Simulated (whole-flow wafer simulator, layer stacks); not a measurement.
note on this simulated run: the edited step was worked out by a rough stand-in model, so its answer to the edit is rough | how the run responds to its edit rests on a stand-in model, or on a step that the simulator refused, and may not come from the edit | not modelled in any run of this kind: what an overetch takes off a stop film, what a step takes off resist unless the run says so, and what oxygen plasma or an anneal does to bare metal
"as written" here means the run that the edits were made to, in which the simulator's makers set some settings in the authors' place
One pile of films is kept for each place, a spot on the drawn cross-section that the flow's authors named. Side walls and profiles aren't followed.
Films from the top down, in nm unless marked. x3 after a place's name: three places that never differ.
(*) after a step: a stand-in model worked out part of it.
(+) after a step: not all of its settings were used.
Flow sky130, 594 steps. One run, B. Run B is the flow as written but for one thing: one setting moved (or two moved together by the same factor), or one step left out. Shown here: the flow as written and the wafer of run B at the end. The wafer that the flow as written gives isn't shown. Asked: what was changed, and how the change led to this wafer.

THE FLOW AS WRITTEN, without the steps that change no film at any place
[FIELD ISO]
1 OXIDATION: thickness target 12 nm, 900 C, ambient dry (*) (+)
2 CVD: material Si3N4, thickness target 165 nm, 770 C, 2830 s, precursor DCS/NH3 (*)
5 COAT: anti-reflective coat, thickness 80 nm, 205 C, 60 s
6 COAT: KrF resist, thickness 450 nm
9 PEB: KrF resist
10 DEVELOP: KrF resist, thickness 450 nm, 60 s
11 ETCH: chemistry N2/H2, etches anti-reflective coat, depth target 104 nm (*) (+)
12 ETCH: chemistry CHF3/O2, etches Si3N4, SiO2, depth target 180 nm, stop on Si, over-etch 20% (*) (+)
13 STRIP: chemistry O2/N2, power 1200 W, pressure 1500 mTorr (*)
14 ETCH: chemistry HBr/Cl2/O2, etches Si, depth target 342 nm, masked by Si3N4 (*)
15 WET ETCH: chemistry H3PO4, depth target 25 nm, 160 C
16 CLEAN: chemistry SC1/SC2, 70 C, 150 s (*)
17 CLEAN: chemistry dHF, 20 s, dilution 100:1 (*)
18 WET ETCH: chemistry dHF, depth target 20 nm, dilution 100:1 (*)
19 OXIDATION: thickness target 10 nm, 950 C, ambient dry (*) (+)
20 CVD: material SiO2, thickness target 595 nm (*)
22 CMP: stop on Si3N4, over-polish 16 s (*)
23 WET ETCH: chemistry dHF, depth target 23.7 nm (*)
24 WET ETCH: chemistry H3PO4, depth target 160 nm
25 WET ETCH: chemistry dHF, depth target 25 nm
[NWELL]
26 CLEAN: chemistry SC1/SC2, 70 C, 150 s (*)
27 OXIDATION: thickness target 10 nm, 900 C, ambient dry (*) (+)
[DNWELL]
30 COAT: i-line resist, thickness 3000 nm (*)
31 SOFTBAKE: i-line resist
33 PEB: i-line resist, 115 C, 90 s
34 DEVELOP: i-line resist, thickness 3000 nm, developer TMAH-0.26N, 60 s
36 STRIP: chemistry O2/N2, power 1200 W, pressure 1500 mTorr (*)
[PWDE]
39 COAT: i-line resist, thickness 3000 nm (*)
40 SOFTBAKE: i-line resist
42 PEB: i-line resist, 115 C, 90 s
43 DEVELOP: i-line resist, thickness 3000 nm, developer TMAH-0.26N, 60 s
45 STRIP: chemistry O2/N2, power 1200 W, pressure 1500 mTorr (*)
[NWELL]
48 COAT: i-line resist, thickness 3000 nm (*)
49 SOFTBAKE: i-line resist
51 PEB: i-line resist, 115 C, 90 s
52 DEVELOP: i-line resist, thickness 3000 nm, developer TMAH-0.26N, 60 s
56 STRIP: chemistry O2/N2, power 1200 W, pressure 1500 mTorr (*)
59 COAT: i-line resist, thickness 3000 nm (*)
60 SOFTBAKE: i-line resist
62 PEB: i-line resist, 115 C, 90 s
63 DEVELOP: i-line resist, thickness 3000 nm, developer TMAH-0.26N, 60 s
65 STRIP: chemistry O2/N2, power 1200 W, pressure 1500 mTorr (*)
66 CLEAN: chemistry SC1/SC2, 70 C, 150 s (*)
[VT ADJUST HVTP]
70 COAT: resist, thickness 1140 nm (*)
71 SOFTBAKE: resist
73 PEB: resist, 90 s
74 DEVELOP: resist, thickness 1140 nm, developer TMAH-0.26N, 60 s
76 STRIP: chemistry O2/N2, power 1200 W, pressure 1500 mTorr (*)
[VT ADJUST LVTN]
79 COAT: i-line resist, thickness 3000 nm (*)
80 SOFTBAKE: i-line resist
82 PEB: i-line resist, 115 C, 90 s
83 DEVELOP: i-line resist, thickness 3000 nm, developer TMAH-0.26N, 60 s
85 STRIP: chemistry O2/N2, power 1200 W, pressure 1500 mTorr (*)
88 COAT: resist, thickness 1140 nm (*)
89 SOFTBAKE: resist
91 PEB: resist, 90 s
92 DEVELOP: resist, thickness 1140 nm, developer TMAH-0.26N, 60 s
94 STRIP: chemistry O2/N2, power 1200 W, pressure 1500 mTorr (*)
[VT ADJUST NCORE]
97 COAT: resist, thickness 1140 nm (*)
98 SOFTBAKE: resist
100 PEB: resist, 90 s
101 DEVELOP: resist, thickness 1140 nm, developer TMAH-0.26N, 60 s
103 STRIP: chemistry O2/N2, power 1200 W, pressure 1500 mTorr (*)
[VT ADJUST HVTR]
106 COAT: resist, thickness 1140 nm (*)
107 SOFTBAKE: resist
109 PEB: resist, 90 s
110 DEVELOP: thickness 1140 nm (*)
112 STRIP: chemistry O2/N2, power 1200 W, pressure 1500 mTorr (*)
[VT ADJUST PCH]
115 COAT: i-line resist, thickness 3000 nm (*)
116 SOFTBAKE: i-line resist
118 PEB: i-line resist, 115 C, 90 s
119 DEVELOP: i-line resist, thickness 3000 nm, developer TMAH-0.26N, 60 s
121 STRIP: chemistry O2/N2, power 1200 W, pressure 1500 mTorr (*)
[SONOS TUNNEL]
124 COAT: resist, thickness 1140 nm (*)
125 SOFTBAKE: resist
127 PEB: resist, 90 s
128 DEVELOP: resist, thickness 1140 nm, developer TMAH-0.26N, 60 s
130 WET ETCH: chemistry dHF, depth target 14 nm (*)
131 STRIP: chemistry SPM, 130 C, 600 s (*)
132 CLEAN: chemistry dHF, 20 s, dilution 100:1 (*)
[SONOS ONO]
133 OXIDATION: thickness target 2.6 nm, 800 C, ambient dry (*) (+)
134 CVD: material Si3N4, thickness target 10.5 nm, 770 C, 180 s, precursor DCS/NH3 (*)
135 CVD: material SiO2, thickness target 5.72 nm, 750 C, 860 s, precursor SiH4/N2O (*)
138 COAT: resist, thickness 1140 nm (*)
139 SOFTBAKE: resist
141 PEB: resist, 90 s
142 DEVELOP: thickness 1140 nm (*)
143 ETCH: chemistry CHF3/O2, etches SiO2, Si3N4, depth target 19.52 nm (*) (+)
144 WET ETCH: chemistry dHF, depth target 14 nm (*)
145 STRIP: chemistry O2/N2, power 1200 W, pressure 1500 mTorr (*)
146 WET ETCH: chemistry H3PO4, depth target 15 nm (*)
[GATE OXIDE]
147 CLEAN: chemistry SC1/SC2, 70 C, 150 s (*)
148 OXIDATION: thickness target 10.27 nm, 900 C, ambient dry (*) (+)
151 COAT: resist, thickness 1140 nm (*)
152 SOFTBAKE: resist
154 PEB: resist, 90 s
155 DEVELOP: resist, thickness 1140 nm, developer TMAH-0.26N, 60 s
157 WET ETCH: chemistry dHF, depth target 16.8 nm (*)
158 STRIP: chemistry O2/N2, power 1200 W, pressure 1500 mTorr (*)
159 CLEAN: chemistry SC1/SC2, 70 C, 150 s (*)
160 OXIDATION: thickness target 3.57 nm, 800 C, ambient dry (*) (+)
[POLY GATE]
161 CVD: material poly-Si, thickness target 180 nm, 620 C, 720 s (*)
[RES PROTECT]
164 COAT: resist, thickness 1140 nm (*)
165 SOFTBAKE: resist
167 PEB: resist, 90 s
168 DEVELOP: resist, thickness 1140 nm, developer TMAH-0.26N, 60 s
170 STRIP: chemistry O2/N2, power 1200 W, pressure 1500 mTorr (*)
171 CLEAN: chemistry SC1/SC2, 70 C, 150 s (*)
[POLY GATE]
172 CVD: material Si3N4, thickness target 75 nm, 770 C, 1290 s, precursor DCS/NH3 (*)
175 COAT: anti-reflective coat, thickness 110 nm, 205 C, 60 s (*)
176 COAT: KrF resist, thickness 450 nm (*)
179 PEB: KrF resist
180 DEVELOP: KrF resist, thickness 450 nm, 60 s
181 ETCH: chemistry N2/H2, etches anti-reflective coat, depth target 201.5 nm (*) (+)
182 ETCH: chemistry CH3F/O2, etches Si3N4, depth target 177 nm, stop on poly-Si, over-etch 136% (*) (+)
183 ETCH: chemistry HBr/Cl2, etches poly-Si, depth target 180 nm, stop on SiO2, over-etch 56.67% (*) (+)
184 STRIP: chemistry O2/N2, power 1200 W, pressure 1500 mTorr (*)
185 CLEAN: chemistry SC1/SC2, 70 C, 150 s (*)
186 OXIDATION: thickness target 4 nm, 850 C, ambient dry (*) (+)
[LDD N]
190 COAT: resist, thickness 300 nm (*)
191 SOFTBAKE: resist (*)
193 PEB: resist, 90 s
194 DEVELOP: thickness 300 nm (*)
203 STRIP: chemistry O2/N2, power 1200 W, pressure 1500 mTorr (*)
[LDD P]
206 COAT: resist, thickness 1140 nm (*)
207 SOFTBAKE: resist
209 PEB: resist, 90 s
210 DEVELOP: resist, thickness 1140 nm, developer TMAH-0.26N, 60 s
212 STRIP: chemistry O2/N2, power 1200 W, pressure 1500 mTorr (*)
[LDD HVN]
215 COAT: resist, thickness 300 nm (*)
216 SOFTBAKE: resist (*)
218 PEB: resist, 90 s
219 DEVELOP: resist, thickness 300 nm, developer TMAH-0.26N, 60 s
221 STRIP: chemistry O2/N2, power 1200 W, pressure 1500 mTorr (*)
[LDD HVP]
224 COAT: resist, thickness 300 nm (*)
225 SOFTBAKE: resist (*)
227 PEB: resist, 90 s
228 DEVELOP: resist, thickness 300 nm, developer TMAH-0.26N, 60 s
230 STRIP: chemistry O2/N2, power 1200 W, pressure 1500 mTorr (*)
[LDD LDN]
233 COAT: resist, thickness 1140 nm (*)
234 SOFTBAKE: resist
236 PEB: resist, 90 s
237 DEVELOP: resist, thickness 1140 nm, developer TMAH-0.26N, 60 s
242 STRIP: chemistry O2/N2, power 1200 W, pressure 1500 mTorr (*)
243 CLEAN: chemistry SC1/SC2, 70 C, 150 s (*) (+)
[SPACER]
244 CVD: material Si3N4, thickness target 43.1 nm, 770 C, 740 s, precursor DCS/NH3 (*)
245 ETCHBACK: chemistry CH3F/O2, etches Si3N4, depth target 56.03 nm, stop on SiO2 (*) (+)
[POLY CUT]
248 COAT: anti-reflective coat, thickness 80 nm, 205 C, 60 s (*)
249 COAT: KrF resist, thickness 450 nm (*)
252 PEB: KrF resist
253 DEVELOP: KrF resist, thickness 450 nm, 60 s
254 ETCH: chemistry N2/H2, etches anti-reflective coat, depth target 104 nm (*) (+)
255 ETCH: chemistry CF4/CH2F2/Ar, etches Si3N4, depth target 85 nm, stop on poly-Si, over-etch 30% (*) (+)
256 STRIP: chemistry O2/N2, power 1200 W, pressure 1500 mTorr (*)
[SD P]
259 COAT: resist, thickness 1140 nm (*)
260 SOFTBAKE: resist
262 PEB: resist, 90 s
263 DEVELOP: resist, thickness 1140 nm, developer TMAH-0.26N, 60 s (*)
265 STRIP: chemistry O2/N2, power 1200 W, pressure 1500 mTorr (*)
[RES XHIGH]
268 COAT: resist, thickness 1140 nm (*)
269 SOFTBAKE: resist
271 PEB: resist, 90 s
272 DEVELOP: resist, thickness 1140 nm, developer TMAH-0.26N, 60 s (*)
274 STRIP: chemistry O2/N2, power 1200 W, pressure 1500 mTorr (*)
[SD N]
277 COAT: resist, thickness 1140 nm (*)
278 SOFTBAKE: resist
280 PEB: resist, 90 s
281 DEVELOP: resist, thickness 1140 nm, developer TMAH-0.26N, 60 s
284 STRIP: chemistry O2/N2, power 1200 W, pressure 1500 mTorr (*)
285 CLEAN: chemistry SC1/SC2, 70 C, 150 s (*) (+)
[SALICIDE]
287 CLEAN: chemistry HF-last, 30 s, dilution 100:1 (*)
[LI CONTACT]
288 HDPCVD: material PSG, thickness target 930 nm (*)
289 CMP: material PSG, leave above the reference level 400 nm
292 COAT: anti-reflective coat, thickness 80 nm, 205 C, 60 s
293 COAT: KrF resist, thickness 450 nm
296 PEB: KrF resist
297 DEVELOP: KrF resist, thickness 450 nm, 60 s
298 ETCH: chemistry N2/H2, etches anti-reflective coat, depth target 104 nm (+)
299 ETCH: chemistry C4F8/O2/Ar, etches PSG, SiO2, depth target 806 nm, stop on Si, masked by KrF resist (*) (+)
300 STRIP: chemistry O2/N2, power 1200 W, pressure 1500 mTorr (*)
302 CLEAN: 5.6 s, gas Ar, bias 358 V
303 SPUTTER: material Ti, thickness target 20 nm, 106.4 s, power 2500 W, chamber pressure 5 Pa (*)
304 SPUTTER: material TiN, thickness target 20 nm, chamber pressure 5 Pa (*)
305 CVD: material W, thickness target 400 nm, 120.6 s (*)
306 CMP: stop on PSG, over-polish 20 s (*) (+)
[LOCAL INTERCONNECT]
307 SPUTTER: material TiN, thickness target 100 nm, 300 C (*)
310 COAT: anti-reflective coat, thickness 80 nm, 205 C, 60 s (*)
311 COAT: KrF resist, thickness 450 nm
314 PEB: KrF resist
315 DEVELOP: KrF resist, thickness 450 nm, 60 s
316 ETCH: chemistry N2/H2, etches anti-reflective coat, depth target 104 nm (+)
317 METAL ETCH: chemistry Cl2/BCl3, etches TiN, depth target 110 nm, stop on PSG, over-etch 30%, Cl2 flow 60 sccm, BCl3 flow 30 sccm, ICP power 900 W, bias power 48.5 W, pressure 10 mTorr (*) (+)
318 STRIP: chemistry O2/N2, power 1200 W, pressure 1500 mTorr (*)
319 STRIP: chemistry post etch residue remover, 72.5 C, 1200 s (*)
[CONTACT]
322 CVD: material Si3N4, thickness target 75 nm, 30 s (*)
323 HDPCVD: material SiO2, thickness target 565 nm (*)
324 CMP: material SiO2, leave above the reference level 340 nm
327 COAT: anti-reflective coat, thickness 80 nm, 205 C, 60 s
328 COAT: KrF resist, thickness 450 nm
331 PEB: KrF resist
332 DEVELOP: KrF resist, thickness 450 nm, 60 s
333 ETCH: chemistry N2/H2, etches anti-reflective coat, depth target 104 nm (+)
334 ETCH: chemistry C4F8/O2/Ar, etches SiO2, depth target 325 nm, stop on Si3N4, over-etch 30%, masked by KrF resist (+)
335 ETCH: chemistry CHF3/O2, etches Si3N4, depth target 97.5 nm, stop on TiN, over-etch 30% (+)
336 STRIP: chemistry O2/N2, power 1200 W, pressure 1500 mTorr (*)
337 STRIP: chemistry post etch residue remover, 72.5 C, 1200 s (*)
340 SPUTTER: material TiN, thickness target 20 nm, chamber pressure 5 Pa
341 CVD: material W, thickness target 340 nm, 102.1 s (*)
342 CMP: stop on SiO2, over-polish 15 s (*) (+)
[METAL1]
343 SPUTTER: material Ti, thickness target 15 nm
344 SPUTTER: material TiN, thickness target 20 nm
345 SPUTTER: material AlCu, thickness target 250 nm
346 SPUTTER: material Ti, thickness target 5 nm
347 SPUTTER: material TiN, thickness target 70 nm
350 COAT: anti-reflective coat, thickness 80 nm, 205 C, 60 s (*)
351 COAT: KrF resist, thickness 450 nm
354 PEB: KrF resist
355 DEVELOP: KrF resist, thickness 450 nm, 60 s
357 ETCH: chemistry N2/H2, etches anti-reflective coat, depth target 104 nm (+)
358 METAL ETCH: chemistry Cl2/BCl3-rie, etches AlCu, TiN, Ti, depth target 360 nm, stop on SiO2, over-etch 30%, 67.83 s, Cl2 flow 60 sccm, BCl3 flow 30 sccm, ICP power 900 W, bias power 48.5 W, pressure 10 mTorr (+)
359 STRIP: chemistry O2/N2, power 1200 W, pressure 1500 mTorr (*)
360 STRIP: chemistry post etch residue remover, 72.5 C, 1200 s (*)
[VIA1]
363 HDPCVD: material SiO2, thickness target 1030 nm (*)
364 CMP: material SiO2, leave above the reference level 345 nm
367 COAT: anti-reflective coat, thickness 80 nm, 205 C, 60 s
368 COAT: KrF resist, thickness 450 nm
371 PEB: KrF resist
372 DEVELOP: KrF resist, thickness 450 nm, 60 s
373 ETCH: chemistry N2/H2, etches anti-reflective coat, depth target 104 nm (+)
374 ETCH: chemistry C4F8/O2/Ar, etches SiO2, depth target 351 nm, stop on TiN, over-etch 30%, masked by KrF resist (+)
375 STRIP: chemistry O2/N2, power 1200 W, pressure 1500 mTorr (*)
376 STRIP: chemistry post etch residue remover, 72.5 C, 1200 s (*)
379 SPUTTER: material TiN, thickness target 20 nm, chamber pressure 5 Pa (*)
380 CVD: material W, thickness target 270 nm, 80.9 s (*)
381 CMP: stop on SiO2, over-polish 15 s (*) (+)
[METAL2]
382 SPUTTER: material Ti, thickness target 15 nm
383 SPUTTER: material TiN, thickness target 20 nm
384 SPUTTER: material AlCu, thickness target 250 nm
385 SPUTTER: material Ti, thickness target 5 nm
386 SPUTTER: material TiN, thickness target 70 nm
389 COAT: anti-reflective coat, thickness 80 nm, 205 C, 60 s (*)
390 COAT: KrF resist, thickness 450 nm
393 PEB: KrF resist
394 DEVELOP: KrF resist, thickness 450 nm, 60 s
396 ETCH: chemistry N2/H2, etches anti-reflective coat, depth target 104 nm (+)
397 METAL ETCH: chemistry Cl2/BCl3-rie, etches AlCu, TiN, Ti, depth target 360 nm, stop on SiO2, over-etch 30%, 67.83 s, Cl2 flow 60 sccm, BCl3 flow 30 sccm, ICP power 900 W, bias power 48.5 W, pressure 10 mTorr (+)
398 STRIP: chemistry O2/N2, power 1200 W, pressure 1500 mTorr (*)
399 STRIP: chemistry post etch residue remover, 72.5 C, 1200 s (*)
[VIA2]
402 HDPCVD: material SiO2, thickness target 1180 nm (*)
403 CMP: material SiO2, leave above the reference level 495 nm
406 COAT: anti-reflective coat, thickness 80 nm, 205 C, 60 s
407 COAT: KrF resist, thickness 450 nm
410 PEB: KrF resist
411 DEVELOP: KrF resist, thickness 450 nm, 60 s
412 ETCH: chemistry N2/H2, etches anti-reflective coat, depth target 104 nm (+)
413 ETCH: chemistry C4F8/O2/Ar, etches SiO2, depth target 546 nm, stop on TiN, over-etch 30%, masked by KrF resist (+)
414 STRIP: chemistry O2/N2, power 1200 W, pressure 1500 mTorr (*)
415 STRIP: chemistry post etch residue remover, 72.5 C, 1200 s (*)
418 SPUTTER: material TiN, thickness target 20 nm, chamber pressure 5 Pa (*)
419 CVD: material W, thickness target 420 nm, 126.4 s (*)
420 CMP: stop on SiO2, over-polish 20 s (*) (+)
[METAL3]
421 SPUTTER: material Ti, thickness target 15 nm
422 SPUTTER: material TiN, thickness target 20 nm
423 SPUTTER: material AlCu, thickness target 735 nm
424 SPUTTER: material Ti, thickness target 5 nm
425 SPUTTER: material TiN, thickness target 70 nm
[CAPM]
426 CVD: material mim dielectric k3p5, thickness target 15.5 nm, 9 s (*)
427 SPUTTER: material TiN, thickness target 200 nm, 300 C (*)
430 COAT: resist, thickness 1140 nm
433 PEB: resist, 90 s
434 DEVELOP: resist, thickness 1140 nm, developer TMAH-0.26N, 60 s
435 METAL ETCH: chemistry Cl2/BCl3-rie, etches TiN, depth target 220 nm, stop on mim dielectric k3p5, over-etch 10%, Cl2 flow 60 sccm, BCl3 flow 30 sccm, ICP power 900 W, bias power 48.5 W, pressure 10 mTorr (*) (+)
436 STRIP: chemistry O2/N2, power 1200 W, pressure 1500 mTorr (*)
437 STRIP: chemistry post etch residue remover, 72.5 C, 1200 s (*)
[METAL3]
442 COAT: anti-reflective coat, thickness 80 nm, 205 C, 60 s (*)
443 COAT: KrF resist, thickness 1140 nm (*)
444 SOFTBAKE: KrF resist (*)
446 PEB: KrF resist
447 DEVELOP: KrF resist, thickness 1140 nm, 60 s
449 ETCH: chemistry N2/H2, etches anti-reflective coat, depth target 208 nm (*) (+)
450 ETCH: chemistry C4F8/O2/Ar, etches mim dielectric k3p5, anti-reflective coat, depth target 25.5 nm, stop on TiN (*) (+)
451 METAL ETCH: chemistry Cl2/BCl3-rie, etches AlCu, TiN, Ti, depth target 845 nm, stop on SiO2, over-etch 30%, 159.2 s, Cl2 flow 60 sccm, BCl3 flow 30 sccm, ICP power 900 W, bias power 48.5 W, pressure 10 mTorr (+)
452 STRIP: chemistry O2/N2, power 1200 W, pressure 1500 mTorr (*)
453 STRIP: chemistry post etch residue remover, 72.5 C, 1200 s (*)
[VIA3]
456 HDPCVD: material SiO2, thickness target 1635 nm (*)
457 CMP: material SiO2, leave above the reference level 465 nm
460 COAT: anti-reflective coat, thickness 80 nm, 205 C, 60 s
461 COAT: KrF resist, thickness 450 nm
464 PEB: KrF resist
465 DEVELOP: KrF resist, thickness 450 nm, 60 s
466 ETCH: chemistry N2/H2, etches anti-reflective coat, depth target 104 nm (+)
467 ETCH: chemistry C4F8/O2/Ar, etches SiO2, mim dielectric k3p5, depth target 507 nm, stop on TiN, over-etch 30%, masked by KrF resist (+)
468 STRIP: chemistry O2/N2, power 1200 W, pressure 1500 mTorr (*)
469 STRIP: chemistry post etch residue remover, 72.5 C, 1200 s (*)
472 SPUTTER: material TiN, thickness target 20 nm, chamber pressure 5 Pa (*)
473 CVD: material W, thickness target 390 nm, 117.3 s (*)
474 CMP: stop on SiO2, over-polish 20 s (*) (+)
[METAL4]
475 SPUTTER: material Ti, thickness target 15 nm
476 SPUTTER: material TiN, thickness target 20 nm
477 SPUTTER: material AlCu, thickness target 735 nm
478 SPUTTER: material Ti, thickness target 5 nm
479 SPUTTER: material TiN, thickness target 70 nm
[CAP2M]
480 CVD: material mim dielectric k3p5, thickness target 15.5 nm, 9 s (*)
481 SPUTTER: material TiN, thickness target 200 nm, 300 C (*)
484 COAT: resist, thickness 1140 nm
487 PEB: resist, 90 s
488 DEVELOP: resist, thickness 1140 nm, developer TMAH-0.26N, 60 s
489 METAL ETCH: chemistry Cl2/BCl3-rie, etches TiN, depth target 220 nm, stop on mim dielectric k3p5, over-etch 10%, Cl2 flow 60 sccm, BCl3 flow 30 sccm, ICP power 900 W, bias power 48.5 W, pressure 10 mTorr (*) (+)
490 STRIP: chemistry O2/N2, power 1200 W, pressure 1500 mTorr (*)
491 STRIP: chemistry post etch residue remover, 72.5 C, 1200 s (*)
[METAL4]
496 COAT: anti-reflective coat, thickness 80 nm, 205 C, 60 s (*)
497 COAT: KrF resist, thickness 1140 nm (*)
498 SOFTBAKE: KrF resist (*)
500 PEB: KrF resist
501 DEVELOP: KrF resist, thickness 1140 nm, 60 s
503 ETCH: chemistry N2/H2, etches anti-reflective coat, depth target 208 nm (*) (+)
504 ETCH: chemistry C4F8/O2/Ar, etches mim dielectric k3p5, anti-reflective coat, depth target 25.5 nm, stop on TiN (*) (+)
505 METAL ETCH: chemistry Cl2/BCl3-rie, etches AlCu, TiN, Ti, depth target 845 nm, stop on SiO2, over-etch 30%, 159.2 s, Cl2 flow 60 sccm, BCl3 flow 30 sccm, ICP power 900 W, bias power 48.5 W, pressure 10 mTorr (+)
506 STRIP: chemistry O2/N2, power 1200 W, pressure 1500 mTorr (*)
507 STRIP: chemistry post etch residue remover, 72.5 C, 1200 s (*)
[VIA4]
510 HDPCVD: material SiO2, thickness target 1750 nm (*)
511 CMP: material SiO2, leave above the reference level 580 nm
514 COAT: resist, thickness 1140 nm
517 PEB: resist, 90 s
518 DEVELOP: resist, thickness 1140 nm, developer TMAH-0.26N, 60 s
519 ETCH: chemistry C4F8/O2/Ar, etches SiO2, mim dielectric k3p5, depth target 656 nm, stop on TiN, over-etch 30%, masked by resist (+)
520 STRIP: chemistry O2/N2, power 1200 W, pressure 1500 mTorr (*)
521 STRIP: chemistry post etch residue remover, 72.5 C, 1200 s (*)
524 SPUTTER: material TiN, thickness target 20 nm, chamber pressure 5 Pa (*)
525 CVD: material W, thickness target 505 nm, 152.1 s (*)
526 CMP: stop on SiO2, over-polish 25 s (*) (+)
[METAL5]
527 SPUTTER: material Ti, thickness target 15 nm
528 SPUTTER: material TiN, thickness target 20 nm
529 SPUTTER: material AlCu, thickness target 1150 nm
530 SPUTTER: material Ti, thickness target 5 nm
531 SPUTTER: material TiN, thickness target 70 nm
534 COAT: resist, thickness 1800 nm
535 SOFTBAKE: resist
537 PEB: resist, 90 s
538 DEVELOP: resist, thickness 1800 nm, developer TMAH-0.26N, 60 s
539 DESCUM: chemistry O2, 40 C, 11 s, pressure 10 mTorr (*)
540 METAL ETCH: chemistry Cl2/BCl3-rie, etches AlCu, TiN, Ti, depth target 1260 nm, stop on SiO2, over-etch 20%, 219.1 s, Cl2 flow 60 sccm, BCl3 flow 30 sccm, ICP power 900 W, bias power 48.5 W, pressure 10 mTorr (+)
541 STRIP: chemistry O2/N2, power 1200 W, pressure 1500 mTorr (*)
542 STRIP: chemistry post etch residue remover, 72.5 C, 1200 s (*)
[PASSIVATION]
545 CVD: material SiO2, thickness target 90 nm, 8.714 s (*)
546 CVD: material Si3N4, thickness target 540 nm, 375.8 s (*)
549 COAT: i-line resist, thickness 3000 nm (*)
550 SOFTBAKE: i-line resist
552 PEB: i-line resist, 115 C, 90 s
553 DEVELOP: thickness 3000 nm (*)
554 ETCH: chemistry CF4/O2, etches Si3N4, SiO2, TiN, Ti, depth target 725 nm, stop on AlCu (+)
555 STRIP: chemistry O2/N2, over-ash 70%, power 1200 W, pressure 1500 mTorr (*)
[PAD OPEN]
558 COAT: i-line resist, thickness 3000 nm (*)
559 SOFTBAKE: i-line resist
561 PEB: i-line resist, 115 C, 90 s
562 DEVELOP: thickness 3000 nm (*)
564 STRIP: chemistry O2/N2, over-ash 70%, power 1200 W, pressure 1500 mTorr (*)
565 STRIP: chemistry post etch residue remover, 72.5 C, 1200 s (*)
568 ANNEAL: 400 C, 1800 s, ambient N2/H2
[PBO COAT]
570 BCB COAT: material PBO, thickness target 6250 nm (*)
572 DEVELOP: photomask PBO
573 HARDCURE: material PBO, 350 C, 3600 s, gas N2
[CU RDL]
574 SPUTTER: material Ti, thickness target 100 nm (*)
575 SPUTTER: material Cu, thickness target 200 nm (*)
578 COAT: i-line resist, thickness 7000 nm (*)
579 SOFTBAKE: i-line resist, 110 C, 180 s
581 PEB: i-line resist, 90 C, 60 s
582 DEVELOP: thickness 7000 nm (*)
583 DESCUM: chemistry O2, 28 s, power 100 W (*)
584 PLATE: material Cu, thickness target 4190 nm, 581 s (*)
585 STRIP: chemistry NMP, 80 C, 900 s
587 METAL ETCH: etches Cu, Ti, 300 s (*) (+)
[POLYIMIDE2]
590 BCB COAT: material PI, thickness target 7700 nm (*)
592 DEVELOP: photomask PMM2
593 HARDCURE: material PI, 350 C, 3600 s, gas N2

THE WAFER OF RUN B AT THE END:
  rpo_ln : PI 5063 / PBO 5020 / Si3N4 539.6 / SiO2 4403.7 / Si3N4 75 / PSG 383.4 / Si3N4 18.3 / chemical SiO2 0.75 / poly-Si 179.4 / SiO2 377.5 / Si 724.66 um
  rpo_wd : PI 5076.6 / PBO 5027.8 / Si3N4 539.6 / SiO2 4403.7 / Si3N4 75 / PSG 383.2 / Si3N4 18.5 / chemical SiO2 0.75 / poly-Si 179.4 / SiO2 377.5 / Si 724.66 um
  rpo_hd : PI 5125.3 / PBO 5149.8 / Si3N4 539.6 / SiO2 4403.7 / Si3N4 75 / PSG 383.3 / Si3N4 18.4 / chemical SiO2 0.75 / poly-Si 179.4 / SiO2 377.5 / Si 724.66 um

The cause: step 255, ETCH: depth target 42.5 nm was run, where the flow has depth target 85 nm.

How the change led to this, step by step:
  255 ETCH: chemistry CF4/CH2F2/Ar, etches Si3N4, depth target 85 nm, stop on poly-Si, over-etch 30% (*) (+)
      rpo_wd, rxpo_wd: Si3N4 -42.5 (as written it would be: Si3N4 -61.6 (all of it), chemical SiO2 -0.75 (all of it))
      poly_licon: Si3N4 -42.5 (as written it would be: Si3N4 -61.9 (all of it), chemical SiO2 -0.76 (all of it))
      (and at 187 more places)
  256 STRIP: chemistry O2/N2, power 1200 W, pressure 1500 mTorr (*)
      poly_licon, rpo_ln, rpo_wd, rpo_hd, rpo_hd_licon, rxpo_ln, rxpo_wd: nothing (as written it would be: chemical SiO2 +0.8 (new film), poly-Si -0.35)
      dice_street, dep_dnw_sti, iso_dnw_wall, grade_field_poly, de16_nwb_sti: KrF resist -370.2 (all of it), anti-reflective coat -80 (all of it) (as written it would be: KrF resist -350.7 (all of it), anti-reflective coat -80 (all of it))
      (and at 178 more places)
  260 SOFTBAKE: resist
      rpm_encl_psd: resist +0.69 (as written it would be: nothing)
  269 SOFTBAKE: resist
      rpm_encl_psd: resist +0.69 (as written it would be: nothing)
  278 SOFTBAKE: resist
      rpm_encl_psd: resist +0.69 (as written it would be: nothing)
  287 CLEAN: chemistry HF-last, 30 s, dilution 100:1 (*)
      rpo_ln, rpo_wd, rpo_hd, rpo_hd_licon, rxpo_ln, rxpo_wd: Si3N4 -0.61 (as written it would be: chemical SiO2 -0.77 (all of it))
      poly_licon: Si3N4 -0.61 (as written it would be: chemical SiO2 -0.76 (all of it))
  289 CMP: material PSG, leave above the reference level 400 nm
      poly_licon, rpo_hd_licon: PSG -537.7 (as written it would be: PSG -517.5)
      rpo_hd, rxpo_wd: PSG -537.3 (as written it would be: PSG -517.5)
      (and at 3 more places)
  299 ETCH: chemistry C4F8/O2/Ar, etches PSG, SiO2, depth target 806 nm, stop on Si, masked by KrF resist (*) (+)
      poly_licon: PSG -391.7 (all of it), Si3N4 -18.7 (all of it), chemical SiO2 -0.76 (all of it) (as written it would be: PSG -411.9 (all of it))
      rpo_hd_licon: PSG -391.7 (all of it), Si3N4 -18.7 (all of it), chemical SiO2 -0.75 (all of it) (as written it would be: PSG -411.9 (all of it))
  306 CMP: stop on PSG, over-polish 20 s (*) (+)
      poly_licon: W -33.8 (as written it would be: W -33.1)
